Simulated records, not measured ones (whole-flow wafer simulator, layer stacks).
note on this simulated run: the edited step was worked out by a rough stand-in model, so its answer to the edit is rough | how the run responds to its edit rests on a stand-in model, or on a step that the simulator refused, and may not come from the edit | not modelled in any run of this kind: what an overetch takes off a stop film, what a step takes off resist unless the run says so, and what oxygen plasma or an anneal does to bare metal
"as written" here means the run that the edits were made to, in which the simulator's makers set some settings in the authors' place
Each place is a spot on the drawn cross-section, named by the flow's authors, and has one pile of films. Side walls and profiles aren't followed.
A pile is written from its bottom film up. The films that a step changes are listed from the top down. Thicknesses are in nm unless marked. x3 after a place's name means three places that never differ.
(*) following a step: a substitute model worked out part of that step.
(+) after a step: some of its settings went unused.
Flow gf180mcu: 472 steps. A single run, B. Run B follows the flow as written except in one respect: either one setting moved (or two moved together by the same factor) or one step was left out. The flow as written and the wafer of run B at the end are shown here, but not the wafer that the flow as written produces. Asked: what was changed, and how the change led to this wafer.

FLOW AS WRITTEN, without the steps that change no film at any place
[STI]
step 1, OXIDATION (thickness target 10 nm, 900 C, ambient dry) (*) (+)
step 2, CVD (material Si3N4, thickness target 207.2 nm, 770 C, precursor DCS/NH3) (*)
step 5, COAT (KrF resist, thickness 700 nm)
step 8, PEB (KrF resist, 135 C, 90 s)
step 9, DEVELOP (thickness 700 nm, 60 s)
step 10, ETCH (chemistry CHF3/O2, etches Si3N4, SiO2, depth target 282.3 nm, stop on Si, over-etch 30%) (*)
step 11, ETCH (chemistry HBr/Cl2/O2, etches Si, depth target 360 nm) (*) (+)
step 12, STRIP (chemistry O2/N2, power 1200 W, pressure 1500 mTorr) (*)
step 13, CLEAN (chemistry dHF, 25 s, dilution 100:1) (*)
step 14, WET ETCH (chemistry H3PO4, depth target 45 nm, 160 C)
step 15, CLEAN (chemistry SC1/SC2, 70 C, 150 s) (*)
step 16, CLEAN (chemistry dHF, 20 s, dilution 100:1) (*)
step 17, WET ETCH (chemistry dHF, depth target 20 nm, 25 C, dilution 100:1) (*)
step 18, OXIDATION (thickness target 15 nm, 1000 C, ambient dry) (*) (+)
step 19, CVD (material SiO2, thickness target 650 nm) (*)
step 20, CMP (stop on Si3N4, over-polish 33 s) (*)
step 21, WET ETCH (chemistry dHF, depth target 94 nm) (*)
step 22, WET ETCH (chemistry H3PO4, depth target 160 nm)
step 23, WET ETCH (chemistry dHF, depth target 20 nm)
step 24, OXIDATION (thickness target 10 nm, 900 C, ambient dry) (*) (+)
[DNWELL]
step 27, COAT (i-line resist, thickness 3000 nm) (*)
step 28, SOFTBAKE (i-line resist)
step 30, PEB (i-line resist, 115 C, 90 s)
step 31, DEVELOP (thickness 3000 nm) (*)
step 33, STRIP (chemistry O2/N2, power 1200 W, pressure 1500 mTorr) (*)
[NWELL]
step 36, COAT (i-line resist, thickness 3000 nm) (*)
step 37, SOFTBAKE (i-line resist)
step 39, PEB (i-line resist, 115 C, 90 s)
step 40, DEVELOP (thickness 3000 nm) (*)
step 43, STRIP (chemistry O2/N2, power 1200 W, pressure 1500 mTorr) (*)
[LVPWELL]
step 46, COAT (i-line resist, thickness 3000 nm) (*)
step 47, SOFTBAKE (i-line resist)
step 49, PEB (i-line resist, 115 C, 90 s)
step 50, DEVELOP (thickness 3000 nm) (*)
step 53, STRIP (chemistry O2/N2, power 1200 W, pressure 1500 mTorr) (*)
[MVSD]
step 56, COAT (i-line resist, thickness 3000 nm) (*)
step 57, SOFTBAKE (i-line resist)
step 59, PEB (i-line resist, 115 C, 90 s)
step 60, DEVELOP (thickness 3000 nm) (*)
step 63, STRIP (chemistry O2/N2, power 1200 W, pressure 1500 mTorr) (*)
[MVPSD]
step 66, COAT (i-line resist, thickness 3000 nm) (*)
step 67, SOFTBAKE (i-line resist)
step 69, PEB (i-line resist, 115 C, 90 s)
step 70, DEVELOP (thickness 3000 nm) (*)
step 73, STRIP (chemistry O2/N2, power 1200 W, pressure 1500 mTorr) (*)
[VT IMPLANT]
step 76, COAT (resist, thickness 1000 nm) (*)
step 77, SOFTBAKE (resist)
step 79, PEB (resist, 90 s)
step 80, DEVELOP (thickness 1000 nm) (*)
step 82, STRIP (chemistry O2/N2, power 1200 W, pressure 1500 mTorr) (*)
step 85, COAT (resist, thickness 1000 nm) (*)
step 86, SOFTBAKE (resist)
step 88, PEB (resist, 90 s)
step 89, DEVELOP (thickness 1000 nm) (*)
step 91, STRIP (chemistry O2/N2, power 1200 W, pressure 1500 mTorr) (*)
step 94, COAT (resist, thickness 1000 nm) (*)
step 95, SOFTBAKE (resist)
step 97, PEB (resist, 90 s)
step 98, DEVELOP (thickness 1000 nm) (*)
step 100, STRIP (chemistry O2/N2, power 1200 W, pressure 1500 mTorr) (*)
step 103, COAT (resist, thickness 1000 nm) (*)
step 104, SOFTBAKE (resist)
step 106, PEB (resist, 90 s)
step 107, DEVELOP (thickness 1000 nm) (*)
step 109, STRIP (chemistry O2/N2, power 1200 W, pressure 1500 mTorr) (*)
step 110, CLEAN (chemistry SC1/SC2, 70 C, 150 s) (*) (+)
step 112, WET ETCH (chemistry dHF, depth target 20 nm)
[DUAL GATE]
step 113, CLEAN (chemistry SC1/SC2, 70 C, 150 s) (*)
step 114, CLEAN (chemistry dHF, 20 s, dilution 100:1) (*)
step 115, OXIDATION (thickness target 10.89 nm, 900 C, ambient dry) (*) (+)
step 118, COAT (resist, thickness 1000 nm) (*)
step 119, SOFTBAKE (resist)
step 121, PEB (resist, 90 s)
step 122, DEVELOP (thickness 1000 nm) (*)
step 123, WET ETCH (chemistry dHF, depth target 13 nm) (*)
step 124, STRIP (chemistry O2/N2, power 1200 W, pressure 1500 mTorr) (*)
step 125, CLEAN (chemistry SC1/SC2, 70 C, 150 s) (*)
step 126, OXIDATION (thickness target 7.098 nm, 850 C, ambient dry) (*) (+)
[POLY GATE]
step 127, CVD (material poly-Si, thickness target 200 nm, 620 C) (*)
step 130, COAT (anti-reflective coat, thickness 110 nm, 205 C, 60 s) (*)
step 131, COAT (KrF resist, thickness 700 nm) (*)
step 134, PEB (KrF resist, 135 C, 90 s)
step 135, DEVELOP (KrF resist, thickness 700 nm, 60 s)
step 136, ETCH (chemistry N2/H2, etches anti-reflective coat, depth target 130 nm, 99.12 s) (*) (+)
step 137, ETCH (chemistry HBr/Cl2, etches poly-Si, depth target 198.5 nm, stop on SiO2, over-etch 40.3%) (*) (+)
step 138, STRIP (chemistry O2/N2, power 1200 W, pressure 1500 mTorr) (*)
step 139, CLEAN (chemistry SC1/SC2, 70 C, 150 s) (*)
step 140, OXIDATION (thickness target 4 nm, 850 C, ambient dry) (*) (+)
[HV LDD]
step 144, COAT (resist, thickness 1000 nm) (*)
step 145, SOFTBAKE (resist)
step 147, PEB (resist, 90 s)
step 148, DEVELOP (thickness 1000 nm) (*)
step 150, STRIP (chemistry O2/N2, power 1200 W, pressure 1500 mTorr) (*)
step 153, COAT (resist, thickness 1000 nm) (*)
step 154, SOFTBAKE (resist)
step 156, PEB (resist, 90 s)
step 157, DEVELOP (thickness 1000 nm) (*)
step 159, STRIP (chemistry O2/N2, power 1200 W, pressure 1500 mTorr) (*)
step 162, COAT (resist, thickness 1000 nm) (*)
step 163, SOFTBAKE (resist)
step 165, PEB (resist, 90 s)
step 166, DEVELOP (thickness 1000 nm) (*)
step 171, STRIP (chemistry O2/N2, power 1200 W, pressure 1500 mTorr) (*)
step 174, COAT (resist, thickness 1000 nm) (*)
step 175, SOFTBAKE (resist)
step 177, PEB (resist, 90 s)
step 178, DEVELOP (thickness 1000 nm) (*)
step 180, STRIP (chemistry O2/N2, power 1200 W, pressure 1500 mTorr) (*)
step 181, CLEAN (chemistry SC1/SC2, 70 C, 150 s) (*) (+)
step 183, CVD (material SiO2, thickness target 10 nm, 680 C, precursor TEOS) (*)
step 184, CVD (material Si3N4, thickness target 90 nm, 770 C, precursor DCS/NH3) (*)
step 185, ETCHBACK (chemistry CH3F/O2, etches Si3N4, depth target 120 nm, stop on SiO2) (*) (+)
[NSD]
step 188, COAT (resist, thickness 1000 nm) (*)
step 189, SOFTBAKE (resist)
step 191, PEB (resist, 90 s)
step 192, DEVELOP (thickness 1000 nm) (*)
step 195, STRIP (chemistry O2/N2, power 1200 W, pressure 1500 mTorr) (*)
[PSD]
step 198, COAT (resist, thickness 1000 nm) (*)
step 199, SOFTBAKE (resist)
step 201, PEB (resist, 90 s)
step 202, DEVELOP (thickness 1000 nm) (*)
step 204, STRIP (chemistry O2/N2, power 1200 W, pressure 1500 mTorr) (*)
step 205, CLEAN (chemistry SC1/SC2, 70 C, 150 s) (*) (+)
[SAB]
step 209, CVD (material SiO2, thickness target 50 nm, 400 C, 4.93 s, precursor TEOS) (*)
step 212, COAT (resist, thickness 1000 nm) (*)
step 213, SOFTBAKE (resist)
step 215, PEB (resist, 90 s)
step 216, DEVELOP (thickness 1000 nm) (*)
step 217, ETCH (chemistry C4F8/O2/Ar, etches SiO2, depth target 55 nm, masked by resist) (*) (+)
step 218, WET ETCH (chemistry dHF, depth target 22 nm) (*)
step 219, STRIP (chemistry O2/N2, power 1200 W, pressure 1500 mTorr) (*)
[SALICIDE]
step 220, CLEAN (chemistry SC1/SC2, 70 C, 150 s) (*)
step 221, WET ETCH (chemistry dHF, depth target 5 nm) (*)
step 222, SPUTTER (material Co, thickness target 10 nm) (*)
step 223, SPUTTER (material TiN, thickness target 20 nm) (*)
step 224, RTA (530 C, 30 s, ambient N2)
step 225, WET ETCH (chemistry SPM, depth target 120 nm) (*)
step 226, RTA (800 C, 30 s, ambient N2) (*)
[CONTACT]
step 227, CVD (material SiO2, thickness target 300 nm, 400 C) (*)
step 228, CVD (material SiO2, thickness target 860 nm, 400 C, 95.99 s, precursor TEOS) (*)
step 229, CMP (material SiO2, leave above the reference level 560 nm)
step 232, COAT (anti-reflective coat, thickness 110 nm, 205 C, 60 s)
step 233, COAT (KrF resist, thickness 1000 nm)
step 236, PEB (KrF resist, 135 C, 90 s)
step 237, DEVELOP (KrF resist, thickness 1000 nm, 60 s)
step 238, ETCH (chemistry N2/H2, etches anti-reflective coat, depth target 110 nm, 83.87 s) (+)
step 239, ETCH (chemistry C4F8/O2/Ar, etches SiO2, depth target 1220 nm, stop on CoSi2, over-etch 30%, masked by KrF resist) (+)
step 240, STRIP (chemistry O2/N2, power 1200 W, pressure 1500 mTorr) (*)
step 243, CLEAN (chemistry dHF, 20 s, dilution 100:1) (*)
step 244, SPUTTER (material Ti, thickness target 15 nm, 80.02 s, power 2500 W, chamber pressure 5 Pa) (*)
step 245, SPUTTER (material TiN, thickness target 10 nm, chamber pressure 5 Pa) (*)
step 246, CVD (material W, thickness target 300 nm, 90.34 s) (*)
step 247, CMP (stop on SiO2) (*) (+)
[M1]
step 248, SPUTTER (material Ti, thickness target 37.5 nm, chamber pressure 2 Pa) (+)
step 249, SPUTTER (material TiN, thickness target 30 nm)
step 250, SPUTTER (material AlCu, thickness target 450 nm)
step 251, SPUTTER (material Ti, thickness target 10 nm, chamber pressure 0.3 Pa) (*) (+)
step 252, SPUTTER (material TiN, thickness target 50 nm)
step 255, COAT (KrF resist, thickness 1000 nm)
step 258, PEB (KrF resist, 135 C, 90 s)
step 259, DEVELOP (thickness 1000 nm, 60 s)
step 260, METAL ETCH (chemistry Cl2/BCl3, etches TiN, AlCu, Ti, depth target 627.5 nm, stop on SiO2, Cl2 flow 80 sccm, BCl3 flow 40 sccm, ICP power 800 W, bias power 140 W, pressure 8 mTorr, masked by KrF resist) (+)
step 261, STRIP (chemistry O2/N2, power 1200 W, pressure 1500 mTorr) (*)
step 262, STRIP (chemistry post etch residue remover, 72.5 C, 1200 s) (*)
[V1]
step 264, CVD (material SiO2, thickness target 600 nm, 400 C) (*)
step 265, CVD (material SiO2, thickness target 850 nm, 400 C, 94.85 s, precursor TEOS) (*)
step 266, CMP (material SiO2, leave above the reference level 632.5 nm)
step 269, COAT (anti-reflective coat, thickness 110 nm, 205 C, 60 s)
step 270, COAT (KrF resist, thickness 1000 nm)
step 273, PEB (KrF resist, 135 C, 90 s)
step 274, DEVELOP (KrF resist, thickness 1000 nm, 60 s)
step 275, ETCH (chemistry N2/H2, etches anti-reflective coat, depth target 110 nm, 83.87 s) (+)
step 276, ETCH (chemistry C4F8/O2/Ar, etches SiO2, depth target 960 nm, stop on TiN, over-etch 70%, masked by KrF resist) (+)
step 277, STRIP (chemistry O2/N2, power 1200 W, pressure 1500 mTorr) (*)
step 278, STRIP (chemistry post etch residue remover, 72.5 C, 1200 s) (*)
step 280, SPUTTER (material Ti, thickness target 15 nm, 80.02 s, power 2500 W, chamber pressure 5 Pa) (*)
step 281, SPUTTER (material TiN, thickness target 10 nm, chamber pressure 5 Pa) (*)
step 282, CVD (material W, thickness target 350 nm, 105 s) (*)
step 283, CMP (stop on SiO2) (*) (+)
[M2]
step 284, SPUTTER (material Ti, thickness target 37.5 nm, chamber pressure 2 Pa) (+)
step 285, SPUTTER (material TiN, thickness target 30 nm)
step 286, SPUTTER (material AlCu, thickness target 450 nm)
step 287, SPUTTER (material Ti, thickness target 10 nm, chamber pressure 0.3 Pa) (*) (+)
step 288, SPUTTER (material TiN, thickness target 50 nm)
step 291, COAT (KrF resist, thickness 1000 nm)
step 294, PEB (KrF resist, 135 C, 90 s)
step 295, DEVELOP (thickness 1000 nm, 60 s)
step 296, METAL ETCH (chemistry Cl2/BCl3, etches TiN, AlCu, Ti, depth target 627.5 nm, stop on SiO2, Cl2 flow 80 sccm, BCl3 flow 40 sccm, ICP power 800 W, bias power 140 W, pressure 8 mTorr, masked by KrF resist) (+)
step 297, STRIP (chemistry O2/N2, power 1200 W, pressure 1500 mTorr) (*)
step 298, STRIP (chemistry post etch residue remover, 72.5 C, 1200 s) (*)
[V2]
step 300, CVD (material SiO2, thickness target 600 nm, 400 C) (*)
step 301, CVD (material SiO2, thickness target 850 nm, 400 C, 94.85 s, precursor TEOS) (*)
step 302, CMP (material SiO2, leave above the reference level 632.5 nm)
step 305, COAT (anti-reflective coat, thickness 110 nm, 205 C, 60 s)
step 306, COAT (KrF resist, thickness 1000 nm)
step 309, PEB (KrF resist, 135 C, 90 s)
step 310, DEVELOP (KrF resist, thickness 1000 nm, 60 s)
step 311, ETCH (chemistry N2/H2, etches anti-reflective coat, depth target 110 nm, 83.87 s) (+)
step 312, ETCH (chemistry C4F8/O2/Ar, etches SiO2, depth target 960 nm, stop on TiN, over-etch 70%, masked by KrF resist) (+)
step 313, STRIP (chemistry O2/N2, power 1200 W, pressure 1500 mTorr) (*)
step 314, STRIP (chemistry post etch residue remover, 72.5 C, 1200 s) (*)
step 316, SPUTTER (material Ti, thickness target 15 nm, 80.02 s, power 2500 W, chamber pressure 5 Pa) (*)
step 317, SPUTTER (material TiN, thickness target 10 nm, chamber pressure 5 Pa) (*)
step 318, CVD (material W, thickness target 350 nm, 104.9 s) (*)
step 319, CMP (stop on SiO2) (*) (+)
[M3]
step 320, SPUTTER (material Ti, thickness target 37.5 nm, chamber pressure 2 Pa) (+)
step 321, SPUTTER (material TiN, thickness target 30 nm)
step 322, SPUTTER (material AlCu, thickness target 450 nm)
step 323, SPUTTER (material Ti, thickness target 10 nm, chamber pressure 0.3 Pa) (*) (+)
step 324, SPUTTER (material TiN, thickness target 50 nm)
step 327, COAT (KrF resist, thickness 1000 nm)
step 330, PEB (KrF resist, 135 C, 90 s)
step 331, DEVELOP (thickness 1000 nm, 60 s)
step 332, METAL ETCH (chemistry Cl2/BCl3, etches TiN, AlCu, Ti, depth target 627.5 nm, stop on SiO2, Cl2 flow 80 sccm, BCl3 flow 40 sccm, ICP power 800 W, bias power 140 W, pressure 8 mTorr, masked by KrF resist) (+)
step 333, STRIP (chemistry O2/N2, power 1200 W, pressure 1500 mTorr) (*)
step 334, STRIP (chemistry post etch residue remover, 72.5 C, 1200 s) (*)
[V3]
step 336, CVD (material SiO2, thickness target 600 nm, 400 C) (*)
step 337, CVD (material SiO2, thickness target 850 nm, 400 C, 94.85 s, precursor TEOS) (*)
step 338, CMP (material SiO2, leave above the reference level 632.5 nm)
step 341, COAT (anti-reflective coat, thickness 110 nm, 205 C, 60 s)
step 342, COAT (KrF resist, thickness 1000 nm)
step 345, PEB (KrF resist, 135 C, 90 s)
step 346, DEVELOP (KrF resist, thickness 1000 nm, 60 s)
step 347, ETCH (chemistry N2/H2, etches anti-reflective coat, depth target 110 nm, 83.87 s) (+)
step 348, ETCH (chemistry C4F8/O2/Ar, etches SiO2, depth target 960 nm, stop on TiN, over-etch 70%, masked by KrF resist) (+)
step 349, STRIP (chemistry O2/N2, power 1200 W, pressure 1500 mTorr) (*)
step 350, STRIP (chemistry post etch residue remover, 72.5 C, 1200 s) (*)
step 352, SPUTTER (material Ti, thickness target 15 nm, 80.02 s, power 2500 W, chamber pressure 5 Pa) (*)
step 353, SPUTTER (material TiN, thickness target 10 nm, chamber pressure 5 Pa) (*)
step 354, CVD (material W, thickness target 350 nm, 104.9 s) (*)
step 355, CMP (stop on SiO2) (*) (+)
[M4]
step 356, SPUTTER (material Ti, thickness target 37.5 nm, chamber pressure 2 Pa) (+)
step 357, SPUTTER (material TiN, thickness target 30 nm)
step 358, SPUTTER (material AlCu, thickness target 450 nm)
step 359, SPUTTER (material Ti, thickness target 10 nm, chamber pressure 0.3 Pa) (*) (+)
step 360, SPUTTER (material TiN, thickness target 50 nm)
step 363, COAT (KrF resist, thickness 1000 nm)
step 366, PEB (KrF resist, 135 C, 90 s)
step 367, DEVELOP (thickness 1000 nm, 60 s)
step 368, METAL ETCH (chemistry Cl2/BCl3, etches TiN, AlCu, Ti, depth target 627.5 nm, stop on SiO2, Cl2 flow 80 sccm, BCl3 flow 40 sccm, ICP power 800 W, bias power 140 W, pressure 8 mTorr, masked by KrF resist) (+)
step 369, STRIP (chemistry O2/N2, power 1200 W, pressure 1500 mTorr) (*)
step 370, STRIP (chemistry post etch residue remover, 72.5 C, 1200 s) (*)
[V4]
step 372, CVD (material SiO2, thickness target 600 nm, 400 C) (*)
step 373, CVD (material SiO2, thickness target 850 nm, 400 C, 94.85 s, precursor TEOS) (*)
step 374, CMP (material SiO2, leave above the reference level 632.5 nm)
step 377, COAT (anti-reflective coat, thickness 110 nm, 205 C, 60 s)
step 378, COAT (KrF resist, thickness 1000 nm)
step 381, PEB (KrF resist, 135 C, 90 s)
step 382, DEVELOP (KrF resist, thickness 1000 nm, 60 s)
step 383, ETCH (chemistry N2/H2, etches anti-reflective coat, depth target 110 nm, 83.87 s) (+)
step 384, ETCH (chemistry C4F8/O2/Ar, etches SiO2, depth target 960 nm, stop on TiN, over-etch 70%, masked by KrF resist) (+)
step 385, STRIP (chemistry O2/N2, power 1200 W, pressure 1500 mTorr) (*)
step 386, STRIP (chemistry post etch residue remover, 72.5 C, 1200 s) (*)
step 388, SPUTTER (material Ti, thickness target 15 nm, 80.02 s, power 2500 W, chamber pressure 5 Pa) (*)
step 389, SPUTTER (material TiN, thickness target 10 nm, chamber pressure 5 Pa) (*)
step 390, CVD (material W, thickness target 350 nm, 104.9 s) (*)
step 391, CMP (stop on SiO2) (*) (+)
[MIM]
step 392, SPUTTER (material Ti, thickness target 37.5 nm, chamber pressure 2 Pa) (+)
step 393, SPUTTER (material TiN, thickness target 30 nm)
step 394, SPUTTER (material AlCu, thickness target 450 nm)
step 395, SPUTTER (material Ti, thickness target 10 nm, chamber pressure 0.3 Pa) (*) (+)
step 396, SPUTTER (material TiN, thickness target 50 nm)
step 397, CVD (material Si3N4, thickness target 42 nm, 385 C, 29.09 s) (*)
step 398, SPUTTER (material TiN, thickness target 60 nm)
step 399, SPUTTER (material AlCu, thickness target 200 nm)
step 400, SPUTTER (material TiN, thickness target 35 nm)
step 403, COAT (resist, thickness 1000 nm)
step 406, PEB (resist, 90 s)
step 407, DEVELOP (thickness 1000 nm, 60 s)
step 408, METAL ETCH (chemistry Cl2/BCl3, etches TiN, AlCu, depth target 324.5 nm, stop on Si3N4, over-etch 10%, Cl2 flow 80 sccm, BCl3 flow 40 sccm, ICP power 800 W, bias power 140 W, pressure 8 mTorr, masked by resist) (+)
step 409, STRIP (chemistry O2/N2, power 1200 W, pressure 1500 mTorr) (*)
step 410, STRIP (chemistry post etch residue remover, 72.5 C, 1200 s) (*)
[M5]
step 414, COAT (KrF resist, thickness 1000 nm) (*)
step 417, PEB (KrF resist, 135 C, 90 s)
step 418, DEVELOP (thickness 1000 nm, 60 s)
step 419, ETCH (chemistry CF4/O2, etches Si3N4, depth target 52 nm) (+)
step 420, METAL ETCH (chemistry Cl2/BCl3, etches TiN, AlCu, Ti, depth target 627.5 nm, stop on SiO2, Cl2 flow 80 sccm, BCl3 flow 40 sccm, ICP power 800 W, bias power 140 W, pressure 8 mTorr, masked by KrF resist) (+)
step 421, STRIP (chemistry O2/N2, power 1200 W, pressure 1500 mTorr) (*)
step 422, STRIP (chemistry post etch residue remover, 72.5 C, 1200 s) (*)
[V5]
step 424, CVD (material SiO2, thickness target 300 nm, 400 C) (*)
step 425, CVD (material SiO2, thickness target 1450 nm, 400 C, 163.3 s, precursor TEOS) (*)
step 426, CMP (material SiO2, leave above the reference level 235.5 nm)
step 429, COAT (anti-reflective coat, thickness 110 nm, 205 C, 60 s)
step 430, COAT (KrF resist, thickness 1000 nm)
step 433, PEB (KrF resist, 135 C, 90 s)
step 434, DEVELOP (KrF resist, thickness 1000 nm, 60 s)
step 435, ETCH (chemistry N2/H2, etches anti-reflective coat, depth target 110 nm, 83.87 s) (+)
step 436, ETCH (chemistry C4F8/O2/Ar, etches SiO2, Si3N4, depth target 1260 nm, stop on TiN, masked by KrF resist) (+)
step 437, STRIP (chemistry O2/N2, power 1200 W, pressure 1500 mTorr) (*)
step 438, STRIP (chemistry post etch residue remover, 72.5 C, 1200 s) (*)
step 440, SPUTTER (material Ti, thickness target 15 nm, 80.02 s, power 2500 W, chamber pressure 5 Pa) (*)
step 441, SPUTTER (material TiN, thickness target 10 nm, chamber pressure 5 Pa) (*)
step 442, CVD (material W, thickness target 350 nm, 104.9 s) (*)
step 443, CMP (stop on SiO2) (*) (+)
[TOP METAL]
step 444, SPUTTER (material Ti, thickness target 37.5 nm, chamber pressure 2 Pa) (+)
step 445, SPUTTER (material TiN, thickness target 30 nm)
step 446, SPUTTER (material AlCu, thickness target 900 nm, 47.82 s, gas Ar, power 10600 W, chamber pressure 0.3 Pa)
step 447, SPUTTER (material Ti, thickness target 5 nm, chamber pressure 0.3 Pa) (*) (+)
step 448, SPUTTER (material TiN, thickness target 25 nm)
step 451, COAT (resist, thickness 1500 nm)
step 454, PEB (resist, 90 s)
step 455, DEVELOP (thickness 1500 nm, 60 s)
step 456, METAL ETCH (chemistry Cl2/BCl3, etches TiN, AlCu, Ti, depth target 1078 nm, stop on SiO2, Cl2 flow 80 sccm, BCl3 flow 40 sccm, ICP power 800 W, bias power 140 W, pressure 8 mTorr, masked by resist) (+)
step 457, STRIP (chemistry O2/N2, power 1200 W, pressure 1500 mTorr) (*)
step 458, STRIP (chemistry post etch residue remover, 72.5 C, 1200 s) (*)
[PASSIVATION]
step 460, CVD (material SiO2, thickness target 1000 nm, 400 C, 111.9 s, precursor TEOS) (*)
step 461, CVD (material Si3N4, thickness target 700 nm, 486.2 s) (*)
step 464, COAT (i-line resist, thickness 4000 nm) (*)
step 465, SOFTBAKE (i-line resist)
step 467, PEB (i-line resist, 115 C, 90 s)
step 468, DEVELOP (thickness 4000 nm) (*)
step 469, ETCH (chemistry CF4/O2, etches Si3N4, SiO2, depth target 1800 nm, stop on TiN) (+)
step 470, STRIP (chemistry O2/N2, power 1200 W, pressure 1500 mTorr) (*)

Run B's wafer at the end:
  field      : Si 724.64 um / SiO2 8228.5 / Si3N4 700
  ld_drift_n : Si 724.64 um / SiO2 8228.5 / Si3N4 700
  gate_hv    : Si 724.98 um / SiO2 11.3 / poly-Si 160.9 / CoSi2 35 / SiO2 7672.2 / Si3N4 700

The reason: step 126, OXIDATION: thickness target 3.55 nm was run, though the flow has thickness target 7.098 nm.

The path from the change to this, step by step:
  step 126, OXIDATION (thickness target 7.098 nm, 850 C, ambient dry) (*) (+)
      gate_hv, active_hv, active_nat and 25 more: +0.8 SiO2, -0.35 Si (it would be, as written: +3.72 SiO2, -1.64 Si)
      active, n_well, p_well and 12 more: +3.55 SiO2 (new film), -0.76 chemical SiO2 (all of it), -1.23 Si (it would be, as written: +7.1 SiO2 (new film), -0.76 chemical SiO2 (all of it), -2.79 Si)
  step 145, SOFTBAKE (resist)
      active_nat: +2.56 resist (it would be, as written: +1.52 resist)
  step 154, SOFTBAKE (resist)
      active_nat: +2.56 resist (it would be, as written: +1.52 resist)
  step 163, SOFTBAKE (resist)
      active_nat: +2.56 resist (it would be, as written: +1.52 resist)
  step 175, SOFTBAKE (resist)
      active_nat: +2.56 resist (it would be, as written: +1.52 resist)
  step 189, SOFTBAKE (resist)
      field__w9: -1.05 resist (it would be, as written: +1.85 resist)
      active_hv: +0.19 resist (it would be, as written: +0.78 resist)
      (as well as at 1 more place)
  step 199, SOFTBAKE (resist)
      field__w9: -1.05 resist (it would be, as written: +1.85 resist)
      active_hv: +0.19 resist (it would be, as written: +0.78 resist)
      (as well as at 1 more place)
  step 218, WET ETCH (chemistry dHF, depth target 22 nm) (*)
      active, p_well, sd_n, iso_ptap_pw, iso_ntap_nw, iso_ptap_sub, vpnp_e: -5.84 SiO2 (all of it) (it would be, as written: -9.01 SiO2 (all of it))
      ldn_tap, ldn_src, ldn_drn, ldp_tap, ldp_src, ldp_drn, ldp_gr: -13.2 SiO2 (all of it) (it would be, as written: -16 SiO2 (all of it))
      (as well as at 9 more places)
  step 223, SPUTTER (material TiN, thickness target 20 nm) (*)
      field__w12: +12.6 TiN (new film) (it would be, as written: +12 TiN (new film))
  step 225, WET ETCH (chemistry SPM, depth target 120 nm) (*)
      field__w12: -12.6 TiN (all of it), -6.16 Co (all of it) (it would be, as written: -12 TiN (all of it), -6.15 Co (all of it))
